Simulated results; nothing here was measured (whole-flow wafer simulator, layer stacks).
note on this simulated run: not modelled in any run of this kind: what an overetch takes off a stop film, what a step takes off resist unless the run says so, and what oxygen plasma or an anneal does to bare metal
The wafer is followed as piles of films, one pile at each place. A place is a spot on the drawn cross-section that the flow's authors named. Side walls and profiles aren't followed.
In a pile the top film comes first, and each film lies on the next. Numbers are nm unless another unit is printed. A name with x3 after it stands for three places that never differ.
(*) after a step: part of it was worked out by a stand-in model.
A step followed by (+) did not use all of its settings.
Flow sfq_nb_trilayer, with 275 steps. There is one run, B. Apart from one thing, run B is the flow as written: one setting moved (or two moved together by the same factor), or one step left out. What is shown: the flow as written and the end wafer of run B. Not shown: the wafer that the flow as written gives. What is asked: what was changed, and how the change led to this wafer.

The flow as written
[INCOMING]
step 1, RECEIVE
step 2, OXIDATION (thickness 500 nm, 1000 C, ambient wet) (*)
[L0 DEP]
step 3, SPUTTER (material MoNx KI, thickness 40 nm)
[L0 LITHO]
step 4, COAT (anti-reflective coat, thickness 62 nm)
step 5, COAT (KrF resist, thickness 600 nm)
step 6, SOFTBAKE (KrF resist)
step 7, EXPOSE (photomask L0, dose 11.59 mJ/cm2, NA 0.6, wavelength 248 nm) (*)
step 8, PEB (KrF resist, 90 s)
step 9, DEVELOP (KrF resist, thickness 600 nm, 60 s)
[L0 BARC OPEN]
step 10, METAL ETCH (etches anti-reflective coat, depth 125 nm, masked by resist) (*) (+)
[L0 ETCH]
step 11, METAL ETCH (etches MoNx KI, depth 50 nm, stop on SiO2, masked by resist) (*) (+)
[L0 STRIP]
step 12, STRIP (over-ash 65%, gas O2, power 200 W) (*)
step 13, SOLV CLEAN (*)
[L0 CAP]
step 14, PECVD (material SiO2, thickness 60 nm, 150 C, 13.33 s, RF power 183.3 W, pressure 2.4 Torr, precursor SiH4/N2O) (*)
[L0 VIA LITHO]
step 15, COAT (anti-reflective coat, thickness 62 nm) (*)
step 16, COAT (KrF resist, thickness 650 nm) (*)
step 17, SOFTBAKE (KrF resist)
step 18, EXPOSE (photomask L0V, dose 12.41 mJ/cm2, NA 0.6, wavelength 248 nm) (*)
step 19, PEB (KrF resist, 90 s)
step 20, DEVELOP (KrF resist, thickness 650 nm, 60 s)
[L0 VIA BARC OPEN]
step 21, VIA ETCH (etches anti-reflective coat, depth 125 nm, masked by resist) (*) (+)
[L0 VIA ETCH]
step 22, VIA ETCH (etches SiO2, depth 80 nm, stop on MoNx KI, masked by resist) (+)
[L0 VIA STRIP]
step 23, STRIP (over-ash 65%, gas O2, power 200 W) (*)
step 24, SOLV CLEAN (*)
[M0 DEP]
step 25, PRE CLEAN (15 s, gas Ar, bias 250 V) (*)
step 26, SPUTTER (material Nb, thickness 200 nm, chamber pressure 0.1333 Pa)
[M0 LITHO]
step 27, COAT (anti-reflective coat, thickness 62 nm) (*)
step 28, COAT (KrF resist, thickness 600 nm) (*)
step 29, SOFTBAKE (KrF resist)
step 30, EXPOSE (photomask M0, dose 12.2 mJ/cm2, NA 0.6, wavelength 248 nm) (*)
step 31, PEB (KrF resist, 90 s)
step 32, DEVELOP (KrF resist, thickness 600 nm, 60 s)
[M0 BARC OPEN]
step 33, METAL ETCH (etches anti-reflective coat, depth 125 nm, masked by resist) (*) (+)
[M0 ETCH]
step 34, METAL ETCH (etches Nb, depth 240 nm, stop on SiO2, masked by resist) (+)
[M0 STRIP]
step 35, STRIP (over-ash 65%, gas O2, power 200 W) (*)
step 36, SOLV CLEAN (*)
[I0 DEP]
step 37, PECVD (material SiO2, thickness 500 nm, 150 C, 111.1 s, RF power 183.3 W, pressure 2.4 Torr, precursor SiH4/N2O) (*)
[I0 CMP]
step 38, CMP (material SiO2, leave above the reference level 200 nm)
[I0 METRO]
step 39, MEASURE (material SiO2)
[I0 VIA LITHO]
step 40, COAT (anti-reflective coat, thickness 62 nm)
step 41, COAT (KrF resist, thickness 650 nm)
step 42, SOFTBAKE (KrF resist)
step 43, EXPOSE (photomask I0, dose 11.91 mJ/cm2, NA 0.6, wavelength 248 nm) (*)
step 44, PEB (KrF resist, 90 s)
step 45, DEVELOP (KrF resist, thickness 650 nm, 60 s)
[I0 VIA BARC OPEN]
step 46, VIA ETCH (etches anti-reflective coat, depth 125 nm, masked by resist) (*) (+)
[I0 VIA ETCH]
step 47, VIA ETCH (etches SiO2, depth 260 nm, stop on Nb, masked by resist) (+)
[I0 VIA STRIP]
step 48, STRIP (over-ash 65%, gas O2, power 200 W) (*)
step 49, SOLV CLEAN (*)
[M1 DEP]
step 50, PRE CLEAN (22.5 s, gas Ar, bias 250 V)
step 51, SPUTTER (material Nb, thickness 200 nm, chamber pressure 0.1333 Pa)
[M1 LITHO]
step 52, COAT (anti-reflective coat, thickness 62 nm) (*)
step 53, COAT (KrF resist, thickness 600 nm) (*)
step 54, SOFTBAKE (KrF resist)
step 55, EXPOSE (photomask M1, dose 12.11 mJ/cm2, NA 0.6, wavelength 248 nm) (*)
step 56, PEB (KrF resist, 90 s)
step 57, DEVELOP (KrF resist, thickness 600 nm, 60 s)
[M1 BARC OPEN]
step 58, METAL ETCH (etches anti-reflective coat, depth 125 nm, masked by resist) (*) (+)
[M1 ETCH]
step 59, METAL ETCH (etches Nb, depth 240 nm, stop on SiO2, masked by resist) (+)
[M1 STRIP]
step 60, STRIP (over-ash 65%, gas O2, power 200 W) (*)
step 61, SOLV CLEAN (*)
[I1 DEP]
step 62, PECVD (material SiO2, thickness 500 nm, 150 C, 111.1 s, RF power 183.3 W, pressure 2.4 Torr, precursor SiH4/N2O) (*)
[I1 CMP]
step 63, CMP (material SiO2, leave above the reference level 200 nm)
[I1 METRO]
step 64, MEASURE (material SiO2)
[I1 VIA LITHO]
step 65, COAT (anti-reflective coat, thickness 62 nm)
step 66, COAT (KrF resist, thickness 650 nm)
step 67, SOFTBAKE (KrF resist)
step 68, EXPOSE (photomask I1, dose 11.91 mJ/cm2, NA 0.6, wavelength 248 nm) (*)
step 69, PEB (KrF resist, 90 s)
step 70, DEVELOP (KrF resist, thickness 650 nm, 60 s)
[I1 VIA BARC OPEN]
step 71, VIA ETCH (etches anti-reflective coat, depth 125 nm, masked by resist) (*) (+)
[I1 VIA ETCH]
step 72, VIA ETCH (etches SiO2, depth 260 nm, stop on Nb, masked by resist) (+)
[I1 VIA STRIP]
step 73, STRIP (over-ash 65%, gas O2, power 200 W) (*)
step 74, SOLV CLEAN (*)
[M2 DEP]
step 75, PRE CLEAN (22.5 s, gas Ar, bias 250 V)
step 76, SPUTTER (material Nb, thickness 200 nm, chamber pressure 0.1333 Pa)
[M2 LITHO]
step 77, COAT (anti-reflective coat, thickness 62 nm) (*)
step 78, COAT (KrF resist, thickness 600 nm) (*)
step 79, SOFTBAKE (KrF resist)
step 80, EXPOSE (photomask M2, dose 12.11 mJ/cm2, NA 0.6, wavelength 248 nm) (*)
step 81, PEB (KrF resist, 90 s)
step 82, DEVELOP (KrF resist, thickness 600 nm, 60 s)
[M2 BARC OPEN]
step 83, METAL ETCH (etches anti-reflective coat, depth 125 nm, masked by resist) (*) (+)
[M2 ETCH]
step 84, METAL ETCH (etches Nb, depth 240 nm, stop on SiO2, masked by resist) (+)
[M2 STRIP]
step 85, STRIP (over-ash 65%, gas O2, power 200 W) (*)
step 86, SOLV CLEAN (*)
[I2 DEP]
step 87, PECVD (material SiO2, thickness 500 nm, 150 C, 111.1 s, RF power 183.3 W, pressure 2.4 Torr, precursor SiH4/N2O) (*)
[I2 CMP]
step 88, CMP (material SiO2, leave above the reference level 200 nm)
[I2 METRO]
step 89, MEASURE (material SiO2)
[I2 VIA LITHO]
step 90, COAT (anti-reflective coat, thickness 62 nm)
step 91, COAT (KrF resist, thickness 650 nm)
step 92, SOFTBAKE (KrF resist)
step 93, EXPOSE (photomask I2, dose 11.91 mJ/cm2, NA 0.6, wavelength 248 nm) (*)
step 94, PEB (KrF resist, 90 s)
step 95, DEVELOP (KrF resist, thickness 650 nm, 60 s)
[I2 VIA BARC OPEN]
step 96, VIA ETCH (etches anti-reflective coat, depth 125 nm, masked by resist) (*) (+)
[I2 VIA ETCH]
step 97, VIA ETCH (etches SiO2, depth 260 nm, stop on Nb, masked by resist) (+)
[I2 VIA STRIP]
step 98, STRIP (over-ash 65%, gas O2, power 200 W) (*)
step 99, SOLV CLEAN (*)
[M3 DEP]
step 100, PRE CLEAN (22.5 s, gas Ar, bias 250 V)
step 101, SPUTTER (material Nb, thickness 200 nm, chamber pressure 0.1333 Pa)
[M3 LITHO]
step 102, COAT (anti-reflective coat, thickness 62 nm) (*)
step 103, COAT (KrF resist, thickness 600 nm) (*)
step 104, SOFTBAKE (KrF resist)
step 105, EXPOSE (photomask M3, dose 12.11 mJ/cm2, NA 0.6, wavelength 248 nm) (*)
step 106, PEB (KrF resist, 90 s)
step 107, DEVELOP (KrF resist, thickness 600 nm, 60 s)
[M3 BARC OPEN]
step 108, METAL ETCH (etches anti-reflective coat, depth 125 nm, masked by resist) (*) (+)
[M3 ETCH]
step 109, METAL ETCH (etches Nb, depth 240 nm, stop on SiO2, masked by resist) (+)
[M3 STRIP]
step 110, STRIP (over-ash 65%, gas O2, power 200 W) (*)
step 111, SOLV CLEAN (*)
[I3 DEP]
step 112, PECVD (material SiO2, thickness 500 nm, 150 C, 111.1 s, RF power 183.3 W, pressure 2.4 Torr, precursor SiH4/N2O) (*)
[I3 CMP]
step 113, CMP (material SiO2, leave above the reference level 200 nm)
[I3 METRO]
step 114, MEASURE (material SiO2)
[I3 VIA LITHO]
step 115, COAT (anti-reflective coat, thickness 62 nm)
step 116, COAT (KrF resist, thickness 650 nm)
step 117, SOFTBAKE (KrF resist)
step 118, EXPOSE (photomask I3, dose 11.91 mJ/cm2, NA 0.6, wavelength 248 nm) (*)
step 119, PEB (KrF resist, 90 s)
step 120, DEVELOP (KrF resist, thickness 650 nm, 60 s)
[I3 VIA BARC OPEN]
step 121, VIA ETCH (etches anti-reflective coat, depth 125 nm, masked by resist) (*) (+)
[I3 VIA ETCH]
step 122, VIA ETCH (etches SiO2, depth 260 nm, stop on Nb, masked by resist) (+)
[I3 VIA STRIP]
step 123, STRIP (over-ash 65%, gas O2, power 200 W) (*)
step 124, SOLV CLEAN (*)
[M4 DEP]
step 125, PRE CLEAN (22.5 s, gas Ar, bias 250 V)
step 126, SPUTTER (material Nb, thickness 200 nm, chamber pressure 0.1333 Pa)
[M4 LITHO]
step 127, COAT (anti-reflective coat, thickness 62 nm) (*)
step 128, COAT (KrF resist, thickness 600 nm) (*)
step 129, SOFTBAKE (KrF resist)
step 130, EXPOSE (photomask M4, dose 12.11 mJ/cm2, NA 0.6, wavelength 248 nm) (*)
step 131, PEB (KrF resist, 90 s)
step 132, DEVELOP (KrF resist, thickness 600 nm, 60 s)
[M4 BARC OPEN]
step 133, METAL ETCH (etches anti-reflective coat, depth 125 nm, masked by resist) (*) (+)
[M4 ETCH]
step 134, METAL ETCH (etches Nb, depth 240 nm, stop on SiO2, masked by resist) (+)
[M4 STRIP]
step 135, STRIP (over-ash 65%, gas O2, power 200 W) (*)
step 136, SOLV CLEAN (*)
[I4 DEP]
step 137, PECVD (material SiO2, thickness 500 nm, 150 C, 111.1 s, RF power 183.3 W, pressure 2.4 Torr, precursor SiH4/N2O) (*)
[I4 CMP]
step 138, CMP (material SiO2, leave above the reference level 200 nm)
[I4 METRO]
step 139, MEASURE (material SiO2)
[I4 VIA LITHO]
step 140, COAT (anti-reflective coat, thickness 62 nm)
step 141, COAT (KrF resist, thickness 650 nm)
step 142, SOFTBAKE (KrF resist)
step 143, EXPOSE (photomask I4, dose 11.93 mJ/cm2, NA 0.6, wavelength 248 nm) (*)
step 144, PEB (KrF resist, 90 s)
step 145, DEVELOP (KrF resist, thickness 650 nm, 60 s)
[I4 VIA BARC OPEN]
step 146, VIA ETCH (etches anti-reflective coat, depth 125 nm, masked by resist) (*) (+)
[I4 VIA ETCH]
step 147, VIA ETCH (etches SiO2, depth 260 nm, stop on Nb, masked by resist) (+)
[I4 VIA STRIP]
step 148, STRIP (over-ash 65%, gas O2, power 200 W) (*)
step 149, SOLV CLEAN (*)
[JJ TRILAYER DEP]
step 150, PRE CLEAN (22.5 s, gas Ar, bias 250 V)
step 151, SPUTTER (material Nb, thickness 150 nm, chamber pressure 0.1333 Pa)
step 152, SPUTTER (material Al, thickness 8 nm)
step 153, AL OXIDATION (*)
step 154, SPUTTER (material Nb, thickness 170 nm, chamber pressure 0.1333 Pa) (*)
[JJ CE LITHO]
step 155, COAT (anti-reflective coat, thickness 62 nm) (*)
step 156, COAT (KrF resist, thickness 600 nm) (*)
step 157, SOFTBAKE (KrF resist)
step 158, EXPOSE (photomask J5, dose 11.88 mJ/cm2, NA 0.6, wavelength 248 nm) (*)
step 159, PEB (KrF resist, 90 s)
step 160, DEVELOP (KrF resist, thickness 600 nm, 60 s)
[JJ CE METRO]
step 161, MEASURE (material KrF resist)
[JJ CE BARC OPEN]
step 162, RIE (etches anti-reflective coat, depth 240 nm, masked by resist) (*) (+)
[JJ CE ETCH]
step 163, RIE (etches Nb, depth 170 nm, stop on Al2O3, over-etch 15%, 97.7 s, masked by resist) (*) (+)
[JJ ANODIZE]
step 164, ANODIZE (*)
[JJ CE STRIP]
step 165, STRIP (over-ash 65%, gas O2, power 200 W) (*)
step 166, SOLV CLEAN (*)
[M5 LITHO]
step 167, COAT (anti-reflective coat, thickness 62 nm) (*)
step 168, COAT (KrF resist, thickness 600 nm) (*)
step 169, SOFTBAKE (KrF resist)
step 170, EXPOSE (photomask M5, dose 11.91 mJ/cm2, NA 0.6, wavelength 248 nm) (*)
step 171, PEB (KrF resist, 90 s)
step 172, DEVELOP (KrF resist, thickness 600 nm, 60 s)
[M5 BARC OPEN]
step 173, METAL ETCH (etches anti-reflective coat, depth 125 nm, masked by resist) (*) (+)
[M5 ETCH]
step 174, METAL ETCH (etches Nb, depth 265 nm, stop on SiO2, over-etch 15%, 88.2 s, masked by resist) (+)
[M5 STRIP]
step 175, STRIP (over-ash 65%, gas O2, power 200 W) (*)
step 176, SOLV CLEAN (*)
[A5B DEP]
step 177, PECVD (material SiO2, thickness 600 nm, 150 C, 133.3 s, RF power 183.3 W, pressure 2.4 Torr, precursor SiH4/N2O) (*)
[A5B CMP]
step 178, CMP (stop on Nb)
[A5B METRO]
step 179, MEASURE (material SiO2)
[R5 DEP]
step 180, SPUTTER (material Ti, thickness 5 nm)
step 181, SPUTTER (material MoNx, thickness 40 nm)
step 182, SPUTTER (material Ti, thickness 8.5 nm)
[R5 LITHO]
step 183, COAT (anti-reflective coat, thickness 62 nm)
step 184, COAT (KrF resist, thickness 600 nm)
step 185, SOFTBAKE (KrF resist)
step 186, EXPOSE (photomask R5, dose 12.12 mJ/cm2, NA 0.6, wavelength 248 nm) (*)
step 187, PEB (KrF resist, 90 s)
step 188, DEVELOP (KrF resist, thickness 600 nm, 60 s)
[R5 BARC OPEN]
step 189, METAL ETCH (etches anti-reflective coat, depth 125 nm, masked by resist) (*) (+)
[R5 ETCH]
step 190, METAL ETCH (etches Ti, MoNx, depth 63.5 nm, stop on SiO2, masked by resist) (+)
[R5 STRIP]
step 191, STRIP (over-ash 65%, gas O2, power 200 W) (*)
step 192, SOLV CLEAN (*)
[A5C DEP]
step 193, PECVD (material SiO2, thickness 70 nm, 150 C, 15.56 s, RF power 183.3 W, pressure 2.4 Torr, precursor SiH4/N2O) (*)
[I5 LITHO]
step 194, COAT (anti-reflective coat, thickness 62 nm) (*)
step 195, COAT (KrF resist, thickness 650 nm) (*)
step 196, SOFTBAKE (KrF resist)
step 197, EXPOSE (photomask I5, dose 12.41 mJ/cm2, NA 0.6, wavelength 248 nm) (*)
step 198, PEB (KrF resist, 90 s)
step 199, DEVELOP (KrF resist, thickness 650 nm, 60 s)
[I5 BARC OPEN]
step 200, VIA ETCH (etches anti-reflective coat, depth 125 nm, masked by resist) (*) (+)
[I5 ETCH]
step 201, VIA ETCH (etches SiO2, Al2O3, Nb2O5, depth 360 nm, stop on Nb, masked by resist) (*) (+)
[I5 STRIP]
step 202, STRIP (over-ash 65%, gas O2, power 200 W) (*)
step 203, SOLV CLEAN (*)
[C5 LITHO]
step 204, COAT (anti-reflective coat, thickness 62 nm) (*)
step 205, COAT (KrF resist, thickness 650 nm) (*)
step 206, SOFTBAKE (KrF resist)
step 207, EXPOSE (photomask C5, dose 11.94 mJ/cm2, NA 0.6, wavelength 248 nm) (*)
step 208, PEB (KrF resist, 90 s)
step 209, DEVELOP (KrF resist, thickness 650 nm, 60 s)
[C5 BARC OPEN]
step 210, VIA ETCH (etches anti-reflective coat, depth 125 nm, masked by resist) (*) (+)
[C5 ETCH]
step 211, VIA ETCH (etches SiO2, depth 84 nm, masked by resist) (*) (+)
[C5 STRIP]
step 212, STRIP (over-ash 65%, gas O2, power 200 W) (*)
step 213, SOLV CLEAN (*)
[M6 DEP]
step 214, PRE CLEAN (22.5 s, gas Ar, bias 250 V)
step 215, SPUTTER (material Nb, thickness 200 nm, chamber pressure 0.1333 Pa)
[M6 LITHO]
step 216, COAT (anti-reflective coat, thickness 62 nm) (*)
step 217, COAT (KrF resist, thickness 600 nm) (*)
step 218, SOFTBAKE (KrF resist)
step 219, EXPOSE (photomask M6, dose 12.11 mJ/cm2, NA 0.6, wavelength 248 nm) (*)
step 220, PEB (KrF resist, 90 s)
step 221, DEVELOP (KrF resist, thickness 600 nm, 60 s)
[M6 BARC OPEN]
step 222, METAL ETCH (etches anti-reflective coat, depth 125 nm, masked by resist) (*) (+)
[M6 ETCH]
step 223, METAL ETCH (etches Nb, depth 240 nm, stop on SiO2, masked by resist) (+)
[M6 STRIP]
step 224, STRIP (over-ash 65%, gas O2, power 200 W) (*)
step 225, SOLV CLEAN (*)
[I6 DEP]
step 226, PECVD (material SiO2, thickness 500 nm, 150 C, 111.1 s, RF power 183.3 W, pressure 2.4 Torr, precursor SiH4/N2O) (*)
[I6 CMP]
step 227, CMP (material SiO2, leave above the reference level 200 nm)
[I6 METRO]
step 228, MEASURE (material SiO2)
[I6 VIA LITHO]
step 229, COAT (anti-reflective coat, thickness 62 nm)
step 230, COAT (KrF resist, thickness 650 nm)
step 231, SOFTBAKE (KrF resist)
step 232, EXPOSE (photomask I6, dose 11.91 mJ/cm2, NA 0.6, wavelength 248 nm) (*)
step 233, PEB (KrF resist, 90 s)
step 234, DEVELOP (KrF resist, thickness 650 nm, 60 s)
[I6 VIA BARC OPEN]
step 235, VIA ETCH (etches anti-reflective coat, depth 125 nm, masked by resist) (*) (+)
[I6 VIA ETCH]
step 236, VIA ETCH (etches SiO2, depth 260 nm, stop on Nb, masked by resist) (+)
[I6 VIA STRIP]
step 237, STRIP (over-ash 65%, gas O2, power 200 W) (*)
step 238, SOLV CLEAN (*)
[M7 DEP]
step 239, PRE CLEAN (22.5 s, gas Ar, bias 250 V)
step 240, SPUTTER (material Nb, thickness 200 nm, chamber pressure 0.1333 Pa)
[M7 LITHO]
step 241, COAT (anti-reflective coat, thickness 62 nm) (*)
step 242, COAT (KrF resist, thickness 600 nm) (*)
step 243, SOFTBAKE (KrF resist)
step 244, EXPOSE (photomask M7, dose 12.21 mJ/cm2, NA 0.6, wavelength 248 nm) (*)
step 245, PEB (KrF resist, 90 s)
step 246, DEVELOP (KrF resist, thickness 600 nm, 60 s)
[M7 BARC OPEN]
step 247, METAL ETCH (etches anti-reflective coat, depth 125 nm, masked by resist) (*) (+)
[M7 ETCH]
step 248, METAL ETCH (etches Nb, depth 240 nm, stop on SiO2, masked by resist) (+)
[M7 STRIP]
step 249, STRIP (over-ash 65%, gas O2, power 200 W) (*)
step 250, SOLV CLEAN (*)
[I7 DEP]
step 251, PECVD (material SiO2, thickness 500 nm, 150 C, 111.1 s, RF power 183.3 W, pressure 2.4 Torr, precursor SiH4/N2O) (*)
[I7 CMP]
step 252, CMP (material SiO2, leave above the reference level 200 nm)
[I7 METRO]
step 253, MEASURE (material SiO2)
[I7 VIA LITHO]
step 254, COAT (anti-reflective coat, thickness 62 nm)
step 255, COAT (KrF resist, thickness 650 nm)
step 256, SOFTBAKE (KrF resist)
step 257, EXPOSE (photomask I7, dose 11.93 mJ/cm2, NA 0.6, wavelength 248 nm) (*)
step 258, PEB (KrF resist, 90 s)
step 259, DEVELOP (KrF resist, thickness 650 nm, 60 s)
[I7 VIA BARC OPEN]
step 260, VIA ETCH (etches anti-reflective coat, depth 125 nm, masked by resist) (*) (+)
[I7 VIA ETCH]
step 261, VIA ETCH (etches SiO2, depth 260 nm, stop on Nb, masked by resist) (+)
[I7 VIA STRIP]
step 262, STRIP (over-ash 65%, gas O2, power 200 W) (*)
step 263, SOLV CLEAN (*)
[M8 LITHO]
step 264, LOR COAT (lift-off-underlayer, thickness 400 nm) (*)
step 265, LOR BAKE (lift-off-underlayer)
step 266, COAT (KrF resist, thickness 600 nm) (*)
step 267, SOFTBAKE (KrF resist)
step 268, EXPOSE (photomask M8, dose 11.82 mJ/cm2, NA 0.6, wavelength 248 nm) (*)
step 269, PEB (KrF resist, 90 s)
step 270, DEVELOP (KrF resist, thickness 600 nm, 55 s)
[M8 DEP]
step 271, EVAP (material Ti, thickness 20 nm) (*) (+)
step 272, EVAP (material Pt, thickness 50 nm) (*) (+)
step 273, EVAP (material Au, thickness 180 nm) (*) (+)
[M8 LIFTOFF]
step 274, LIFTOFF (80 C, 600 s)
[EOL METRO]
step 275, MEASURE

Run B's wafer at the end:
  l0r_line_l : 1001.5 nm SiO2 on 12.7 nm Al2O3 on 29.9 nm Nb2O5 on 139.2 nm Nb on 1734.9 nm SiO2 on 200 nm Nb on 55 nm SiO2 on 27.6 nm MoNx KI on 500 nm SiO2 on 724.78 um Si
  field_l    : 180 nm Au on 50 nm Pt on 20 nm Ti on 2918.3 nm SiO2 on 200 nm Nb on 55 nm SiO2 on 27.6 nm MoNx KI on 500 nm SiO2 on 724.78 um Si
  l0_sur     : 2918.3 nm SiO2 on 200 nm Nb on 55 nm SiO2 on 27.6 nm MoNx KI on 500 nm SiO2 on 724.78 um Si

The reason: step 3, SPUTTER: thickness 27.6 nm was run, while the flow as written has thickness 40 nm.
The wafer itself shows it: l0r_line_l has MoNx KI 27.6, and step 3 as written asks for 40 nm.

How this came from the change, step by step:
  step 3, SPUTTER (material MoNx KI, thickness 40 nm)
      field_l, v_sur, via_wl and 103 more: +27.6 MoNx KI (new film) (in the flow as written it would be: +40 MoNx KI (new film))
  step 11, METAL ETCH (etches MoNx KI, depth 50 nm, stop on SiO2, masked by resist) (*) (+)
      v_sur, via_wl, via_w and 97 more: -27.6 MoNx KI (all of it) (in the flow as written it would be: -40 MoNx KI (all of it))
      field_l, l0_sur, l0v, l0r_line_l, l0r_line_c, l0r_line_r: -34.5 KrF resist (in the flow as written it would be: -41.7 KrF resist)
  step 15, COAT (anti-reflective coat, thickness 62 nm) (*)
      field_l: +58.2 anti-reflective coat (new film) (in the flow as written it would be: +56.7 anti-reflective coat (new film))
      v_sur: +69.1 anti-reflective coat (new film) (in the flow as written it would be: +72.2 anti-reflective coat (new film))
      (also at 3 further places)
  step 23, STRIP (over-ash 65%, gas O2, power 200 W) (*)
      field_l: -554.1 KrF resist (all of it), -58.2 anti-reflective coat (all of it) (in the flow as written it would be: -551.4 KrF resist (all of it), -56.7 anti-reflective coat (all of it))
      v_sur: -566.9 KrF resist (all of it), -69.1 anti-reflective coat (all of it) (in the flow as written it would be: -570.5 KrF resist (all of it), -72.2 anti-reflective coat (all of it))
      (also at 3 further places)
  step 27, COAT (anti-reflective coat, thickness 62 nm) (*)
      field_l: +58.3 anti-reflective coat (new film) (in the flow as written it would be: +56.9 anti-reflective coat (new film))
      v_sur: +69.1 anti-reflective coat (new film) (in the flow as written it would be: +72.3 anti-reflective coat (new film))
      (also at 3 further places)
  step 35, STRIP (over-ash 65%, gas O2, power 200 W) (*)
      field_l: -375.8 KrF resist (all of it), -58.3 anti-reflective coat (all of it) (in the flow as written it would be: -372.9 KrF resist (all of it), -56.9 anti-reflective coat (all of it))
      v_sur: -388.7 KrF resist (all of it), -69.1 anti-reflective coat (all of it) (in the flow as written it would be: -391.6 KrF resist (all of it), -72.3 anti-reflective coat (all of it))
      (also at 3 further places)
  step 38, CMP (material SiO2, leave above the reference level 200 nm)
      field_l, l0_sur, l0r_line_l, l0r_line_c, l0r_line_r: -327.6 SiO2 (in the flow as written it would be: -340 SiO2)
      l0v: -265.4 SiO2 (in the flow as written it would be: -277.8 SiO2)
